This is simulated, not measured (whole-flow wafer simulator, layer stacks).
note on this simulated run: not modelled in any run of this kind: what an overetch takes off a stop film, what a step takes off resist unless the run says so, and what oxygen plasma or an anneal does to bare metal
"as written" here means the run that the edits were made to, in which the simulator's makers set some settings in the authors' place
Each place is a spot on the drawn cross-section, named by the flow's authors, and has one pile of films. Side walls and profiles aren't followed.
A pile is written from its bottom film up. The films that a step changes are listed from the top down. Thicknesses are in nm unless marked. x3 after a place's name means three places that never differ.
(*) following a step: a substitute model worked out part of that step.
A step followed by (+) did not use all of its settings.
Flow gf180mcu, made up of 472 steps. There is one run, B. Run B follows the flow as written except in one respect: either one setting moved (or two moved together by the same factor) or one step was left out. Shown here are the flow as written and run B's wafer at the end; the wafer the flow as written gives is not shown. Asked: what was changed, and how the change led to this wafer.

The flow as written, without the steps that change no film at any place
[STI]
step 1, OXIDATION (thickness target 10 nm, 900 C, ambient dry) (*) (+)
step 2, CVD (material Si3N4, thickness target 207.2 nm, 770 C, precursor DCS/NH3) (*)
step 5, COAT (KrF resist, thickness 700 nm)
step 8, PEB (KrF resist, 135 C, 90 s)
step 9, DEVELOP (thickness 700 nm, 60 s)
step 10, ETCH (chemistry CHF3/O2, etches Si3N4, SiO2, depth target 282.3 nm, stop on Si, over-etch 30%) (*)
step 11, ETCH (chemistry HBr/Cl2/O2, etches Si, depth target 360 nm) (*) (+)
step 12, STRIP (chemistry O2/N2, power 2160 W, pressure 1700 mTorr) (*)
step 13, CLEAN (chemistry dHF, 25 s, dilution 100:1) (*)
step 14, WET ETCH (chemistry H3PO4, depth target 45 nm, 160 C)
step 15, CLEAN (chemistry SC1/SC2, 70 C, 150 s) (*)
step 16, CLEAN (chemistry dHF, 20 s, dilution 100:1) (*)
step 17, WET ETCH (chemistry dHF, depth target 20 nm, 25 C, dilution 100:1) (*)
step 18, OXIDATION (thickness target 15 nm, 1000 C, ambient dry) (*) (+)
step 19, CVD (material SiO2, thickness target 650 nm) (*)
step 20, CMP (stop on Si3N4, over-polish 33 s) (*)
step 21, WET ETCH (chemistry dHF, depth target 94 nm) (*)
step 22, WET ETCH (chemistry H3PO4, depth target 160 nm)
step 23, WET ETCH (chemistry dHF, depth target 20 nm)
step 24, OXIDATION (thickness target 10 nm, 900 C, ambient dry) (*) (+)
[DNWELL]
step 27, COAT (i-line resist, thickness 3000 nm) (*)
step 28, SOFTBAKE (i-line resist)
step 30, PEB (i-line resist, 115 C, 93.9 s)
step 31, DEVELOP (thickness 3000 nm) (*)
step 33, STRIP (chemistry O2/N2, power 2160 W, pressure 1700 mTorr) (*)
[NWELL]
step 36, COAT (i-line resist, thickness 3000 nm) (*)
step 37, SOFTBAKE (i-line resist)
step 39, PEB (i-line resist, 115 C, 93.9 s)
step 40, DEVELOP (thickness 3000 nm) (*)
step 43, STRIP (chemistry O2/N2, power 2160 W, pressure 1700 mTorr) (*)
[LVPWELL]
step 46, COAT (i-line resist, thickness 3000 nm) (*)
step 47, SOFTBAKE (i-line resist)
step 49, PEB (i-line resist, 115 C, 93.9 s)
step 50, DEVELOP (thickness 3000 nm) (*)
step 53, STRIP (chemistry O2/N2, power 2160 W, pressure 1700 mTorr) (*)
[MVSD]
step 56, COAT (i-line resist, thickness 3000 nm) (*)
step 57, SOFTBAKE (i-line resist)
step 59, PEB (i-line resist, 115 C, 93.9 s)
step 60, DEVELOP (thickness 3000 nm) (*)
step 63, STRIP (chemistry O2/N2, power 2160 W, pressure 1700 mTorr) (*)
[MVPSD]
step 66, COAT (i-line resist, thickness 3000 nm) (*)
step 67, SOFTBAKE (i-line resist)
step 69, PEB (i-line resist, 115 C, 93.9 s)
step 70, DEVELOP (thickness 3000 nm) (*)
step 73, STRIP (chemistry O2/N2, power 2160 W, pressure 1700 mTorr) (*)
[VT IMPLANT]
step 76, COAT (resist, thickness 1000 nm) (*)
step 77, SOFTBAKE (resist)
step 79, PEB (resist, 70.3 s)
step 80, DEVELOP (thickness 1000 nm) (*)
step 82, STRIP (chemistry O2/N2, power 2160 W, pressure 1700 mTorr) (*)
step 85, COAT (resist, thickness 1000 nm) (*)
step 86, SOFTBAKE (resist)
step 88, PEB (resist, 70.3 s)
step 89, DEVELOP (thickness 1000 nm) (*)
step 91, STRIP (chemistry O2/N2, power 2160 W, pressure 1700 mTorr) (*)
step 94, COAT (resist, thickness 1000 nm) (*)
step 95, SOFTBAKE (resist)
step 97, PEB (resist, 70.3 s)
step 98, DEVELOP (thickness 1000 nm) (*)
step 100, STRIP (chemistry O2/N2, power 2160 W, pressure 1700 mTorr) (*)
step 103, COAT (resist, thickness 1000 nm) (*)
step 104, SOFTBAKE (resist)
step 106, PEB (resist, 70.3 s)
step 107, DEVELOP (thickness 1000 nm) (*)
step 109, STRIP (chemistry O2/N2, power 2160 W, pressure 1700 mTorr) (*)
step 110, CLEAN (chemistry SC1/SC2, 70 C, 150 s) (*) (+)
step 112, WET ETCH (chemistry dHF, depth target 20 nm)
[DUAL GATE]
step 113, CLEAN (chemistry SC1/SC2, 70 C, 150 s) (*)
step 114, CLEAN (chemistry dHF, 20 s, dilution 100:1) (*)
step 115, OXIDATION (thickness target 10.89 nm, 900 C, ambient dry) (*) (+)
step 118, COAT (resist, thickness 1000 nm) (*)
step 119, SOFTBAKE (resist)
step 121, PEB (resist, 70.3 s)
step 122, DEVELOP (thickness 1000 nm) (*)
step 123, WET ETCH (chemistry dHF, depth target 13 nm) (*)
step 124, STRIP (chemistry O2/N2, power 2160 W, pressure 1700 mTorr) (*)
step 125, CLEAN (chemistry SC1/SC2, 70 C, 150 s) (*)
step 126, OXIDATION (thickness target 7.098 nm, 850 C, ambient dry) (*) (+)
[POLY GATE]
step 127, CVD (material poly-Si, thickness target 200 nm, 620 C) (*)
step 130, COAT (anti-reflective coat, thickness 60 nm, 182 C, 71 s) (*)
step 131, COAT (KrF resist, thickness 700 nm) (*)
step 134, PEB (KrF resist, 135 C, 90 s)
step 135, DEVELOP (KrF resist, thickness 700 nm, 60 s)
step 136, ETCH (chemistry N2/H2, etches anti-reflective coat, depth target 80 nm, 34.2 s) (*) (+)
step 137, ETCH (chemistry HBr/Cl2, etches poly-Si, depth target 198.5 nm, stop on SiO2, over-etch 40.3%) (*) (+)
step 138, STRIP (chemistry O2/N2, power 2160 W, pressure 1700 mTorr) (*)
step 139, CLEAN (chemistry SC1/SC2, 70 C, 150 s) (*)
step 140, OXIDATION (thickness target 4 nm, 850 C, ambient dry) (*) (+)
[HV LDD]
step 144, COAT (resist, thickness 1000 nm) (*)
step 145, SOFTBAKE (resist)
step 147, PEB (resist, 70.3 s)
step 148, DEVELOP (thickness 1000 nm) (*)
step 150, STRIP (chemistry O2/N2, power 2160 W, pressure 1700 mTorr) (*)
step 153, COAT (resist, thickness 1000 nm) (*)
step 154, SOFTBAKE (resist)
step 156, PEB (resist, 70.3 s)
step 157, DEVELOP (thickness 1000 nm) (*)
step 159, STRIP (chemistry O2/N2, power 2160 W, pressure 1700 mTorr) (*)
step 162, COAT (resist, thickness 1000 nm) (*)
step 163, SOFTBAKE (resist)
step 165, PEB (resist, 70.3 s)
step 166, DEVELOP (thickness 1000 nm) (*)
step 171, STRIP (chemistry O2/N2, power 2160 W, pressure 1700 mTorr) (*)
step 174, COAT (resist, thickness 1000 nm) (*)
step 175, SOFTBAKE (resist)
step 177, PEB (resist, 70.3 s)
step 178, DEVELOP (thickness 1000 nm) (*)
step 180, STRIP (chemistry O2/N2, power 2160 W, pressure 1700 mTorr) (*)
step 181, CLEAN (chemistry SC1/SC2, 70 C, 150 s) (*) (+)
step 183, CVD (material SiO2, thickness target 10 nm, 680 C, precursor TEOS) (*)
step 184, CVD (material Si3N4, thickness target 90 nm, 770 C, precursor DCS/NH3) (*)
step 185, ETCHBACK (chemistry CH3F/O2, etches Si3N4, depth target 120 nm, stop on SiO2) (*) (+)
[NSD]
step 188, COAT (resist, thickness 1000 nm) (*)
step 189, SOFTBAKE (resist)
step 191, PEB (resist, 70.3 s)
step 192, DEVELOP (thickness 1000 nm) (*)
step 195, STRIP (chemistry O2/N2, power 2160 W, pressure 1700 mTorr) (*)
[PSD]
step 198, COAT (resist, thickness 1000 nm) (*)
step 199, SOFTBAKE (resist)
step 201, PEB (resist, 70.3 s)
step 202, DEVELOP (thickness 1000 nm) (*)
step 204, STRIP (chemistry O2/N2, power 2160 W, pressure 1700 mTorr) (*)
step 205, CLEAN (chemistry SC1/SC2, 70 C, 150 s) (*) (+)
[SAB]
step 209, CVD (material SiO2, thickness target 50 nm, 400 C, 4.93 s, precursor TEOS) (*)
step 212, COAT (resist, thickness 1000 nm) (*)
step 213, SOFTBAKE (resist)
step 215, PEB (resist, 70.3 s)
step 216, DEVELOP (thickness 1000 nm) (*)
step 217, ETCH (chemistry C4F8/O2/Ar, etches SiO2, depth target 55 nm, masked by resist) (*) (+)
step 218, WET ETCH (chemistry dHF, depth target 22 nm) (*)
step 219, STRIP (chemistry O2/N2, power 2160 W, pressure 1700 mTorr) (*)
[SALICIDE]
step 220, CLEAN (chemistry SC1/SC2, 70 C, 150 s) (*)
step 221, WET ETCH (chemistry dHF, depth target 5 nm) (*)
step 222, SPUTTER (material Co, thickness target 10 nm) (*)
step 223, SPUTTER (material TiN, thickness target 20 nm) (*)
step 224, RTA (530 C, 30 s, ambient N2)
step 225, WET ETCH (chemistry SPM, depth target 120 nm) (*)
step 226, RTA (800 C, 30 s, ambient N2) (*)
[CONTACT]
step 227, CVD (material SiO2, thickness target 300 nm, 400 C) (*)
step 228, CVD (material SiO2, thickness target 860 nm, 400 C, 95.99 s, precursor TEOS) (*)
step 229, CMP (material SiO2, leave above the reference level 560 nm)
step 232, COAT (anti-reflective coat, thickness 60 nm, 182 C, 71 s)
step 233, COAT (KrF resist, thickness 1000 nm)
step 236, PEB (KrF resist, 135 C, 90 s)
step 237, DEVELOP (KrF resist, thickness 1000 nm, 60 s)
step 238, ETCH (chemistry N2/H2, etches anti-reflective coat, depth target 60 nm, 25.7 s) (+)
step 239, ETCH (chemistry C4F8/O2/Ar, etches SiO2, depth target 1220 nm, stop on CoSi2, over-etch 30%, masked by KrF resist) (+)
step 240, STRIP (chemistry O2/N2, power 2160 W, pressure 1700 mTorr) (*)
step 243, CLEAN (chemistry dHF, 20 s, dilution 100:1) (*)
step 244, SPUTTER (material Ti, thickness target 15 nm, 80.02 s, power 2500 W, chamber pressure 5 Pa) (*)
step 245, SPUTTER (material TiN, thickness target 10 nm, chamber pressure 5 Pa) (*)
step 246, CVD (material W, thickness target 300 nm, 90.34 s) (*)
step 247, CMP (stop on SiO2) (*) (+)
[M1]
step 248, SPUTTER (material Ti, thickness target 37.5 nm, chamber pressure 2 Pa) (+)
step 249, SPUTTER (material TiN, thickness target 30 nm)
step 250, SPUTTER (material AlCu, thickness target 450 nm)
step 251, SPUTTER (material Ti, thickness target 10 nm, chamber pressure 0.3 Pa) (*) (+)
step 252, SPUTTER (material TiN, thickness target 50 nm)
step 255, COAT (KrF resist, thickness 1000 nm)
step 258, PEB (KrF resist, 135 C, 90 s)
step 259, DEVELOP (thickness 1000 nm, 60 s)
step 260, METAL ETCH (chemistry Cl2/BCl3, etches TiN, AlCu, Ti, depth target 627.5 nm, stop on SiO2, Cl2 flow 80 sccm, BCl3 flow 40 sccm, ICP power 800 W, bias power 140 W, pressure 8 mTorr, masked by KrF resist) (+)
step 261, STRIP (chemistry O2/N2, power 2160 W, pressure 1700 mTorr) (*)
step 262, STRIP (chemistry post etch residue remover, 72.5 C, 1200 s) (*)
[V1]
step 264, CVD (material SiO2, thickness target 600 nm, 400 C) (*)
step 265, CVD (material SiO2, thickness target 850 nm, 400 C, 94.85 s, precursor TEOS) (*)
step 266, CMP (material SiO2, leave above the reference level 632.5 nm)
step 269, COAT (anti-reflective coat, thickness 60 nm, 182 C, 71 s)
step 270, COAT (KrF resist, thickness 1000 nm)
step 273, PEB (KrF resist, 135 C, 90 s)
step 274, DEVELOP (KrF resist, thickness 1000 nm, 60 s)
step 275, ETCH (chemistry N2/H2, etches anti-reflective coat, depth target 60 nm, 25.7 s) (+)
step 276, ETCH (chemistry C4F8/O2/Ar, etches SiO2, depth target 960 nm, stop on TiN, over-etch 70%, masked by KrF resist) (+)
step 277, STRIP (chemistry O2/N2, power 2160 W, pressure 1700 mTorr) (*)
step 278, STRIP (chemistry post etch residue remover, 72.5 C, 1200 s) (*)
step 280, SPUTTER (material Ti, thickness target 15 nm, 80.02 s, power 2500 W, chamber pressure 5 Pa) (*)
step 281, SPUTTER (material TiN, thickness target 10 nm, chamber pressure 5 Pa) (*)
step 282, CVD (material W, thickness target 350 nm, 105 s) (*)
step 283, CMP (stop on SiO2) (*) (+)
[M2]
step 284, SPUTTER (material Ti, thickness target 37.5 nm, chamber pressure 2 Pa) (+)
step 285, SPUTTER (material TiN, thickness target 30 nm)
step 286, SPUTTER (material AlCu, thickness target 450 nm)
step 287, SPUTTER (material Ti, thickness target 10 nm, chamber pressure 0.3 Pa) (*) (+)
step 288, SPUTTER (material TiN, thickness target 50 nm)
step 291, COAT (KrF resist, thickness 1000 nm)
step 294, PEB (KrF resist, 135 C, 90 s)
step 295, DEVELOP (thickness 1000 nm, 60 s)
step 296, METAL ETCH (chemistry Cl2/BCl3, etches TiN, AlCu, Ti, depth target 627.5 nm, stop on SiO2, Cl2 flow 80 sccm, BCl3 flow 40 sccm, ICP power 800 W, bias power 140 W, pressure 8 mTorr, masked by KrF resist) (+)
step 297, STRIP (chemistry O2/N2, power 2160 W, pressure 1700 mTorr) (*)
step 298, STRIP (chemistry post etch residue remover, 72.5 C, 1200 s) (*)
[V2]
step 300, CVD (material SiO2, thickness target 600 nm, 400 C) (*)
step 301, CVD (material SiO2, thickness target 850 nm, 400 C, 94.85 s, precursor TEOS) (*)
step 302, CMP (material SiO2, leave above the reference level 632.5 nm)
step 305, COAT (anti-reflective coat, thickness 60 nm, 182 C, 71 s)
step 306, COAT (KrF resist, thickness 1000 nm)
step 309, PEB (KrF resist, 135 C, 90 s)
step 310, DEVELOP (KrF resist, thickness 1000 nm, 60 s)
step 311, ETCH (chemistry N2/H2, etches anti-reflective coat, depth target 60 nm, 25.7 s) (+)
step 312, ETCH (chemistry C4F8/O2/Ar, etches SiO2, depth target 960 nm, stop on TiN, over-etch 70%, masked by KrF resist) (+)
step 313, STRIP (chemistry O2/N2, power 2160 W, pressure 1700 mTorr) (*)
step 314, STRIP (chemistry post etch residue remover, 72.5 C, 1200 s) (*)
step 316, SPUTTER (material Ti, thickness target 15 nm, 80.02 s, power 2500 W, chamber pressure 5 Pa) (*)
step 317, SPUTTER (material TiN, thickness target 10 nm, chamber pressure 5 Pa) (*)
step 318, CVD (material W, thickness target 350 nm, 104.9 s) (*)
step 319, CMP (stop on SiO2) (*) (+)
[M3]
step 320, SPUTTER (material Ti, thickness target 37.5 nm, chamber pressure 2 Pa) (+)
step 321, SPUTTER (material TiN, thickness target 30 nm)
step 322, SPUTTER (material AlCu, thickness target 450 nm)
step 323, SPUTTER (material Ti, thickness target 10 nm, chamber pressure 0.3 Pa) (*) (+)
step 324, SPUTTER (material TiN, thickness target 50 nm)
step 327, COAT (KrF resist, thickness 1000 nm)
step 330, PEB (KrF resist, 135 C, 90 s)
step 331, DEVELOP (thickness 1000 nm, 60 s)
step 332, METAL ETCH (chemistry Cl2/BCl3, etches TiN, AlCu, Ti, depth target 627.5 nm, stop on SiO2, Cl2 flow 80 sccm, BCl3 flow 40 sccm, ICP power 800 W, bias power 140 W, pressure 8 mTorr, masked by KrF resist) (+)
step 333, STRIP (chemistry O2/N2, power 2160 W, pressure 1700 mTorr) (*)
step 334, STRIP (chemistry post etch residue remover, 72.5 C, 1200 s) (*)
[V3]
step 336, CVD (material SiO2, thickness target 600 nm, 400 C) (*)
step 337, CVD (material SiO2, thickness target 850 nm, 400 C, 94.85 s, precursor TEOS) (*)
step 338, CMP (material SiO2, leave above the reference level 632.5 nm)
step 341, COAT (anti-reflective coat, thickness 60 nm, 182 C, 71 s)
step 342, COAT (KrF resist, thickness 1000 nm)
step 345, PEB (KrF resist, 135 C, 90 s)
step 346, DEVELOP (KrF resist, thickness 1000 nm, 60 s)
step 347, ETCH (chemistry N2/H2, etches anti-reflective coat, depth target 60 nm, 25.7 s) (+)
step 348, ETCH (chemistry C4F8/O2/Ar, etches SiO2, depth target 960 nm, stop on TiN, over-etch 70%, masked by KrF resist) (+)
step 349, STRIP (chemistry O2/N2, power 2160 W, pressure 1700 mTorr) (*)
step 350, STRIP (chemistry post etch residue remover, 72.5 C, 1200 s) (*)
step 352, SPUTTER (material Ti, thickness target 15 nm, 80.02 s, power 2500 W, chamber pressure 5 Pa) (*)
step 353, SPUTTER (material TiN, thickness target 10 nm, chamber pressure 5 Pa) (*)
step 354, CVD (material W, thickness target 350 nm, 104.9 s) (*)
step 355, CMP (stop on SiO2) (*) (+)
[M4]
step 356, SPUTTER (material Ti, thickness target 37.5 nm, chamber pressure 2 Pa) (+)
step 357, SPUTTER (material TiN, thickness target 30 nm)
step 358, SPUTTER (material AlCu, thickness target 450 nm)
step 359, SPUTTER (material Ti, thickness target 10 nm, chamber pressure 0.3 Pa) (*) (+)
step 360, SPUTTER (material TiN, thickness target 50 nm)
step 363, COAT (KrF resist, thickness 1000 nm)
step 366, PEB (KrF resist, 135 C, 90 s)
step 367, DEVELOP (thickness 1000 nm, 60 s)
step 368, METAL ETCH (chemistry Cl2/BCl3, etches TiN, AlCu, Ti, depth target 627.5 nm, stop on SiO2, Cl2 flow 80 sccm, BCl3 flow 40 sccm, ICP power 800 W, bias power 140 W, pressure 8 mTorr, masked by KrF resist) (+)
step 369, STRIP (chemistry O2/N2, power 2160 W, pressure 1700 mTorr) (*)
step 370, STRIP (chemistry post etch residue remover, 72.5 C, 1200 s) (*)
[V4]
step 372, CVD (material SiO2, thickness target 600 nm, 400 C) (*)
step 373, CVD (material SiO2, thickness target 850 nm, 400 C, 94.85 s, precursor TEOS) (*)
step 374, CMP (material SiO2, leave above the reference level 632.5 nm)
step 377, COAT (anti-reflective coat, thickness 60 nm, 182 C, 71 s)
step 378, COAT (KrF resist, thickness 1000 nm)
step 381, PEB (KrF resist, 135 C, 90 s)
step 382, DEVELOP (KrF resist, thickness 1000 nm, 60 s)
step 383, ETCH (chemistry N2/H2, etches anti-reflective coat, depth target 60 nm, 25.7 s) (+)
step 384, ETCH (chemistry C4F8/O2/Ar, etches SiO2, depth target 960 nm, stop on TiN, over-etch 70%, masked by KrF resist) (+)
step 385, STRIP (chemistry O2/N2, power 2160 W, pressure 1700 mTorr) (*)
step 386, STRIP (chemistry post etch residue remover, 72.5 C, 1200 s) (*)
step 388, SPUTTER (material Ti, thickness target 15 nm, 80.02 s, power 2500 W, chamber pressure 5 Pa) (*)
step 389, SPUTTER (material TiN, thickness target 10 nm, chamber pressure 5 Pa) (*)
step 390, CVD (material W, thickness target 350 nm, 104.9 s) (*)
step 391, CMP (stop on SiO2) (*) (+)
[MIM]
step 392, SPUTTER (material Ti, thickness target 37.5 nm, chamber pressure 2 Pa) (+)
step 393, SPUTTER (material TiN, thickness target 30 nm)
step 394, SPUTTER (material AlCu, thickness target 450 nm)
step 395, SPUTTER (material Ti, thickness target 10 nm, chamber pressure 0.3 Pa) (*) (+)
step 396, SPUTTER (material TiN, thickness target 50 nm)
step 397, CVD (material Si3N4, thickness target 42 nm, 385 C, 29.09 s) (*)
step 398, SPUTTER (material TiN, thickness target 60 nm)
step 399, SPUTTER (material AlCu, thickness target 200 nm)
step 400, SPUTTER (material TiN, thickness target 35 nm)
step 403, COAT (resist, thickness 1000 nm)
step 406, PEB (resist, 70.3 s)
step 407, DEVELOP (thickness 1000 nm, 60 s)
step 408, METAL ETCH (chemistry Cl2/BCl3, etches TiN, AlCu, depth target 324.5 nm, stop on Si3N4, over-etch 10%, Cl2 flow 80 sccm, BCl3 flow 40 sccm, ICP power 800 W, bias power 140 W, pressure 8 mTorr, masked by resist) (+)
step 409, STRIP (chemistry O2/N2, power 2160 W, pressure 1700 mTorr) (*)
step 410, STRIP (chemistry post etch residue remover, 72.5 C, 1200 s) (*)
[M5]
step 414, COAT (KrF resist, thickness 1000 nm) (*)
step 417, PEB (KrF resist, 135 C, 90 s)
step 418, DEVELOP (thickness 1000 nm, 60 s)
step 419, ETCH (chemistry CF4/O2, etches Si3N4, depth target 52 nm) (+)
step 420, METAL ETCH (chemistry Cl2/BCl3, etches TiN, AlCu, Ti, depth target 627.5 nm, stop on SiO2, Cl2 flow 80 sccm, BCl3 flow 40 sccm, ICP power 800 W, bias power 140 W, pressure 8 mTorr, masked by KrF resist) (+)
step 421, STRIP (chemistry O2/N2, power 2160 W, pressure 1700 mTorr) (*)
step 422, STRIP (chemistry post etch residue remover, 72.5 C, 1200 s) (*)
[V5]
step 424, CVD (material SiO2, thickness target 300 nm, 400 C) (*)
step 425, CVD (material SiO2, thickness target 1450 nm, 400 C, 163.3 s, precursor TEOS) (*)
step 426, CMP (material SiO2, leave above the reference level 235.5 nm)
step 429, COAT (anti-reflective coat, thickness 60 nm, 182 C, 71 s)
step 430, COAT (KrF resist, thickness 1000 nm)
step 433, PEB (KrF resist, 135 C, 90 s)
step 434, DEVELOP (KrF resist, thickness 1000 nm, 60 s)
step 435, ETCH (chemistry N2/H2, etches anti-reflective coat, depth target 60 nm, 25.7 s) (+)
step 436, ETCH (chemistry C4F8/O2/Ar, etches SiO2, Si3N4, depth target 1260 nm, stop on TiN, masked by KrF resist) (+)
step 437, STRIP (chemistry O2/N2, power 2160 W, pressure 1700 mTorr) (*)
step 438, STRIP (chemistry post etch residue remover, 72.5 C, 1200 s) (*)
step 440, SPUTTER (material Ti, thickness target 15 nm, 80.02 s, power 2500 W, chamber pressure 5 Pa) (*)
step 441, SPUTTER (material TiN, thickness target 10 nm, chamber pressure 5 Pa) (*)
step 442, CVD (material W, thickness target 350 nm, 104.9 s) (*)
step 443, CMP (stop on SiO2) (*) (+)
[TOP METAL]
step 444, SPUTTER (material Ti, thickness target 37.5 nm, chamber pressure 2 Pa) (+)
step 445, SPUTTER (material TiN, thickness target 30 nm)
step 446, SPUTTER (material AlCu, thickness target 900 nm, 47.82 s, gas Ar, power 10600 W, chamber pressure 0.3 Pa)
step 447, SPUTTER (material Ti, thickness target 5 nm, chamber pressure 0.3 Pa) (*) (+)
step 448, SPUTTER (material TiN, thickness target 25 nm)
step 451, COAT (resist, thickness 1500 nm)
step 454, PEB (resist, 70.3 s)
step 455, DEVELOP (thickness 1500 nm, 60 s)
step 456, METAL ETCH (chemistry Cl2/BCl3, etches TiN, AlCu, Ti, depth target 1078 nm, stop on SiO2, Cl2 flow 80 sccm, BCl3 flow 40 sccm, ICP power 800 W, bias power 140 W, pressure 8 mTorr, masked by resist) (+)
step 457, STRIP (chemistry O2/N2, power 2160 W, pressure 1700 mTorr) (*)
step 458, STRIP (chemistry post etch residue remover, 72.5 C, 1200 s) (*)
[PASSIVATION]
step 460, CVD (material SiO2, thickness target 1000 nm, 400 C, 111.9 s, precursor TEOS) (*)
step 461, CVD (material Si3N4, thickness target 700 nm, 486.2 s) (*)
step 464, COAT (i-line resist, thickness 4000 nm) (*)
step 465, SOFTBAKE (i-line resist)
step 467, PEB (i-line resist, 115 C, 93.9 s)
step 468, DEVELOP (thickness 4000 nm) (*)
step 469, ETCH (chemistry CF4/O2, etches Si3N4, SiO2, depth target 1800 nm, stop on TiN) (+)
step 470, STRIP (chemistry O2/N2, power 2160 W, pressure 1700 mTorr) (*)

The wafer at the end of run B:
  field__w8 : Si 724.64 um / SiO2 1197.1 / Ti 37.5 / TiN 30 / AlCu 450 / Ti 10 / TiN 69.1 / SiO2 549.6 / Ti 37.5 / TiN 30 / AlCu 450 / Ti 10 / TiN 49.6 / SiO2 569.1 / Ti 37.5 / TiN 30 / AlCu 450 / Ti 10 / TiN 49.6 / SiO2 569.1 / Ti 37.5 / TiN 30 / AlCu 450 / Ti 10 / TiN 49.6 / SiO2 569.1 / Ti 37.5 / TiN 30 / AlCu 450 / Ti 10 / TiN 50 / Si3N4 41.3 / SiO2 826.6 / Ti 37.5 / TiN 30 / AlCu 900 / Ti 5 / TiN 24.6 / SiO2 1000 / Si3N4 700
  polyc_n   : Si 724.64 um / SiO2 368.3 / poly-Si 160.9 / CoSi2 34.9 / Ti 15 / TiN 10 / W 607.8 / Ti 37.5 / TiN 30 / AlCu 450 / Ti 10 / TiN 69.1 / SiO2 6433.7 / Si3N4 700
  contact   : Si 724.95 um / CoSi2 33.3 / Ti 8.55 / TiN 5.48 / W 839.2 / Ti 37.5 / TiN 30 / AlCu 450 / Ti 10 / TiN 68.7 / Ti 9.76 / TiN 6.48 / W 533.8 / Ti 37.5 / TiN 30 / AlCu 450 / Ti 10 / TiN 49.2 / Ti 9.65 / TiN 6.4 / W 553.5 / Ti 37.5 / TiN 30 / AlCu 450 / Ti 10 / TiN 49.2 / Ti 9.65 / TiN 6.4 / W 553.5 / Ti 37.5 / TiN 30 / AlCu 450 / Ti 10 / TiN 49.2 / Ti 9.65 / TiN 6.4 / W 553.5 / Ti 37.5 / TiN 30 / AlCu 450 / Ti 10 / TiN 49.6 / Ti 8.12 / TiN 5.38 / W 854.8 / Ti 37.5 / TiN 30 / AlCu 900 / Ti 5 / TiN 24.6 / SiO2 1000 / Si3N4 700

The reason: step 252, SPUTTER: thickness target 69.5 nm was run, while the flow as written has thickness target 50 nm.

Step by step, how the change led to this:
  step 252, SPUTTER (material TiN, thickness target 50 nm)
      field, field__w1, field__w2 and 108 more: TiN gains 69.5 (new film) (in the flow as written it would be: TiN gains 50 (new film))
  step 260, METAL ETCH (chemistry Cl2/BCl3, etches TiN, AlCu, Ti, depth target 627.5 nm, stop on SiO2, Cl2 flow 80 sccm, BCl3 flow 40 sccm, ICP power 800 W, bias power 140 W, pressure 8 mTorr, masked by KrF resist) (+)
      field, field__w1, field__w2 and 99 more: TiN loses 69.5 (all of it), Ti loses 10 (all of it), AlCu loses 450 (all of it), TiN loses 30 (all of it), Ti loses 37.5 (all of it) (in the flow as written it would be: TiN loses 50 (all of it), Ti loses 10 (all of it), AlCu loses 450 (all of it), TiN loses 30 (all of it), Ti loses 37.5 (all of it))
  step 266, CMP (material SiO2, leave above the reference level 632.5 nm)
      field__w8, contact, m1 and 6 more: SiO2 loses 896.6 (in the flow as written it would be: SiO2 loses 877.1)
  step 276, ETCH (chemistry C4F8/O2/Ar, etches SiO2, depth target 960 nm, stop on TiN, over-etch 70%, masked by KrF resist) (+)
      field, field__w1, field__w2 and 107 more: KrF resist loses 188 (in the flow as written it would be: KrF resist loses 192)
      contact: SiO2 loses 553 (all of it) (in the flow as written it would be: SiO2 loses 572.5 (all of it))
  step 282, CVD (material W, thickness target 350 nm, 105 s) (*)
      contact: W gains 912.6 (new film) (in the flow as written it would be: W gains 932.3 (new film))
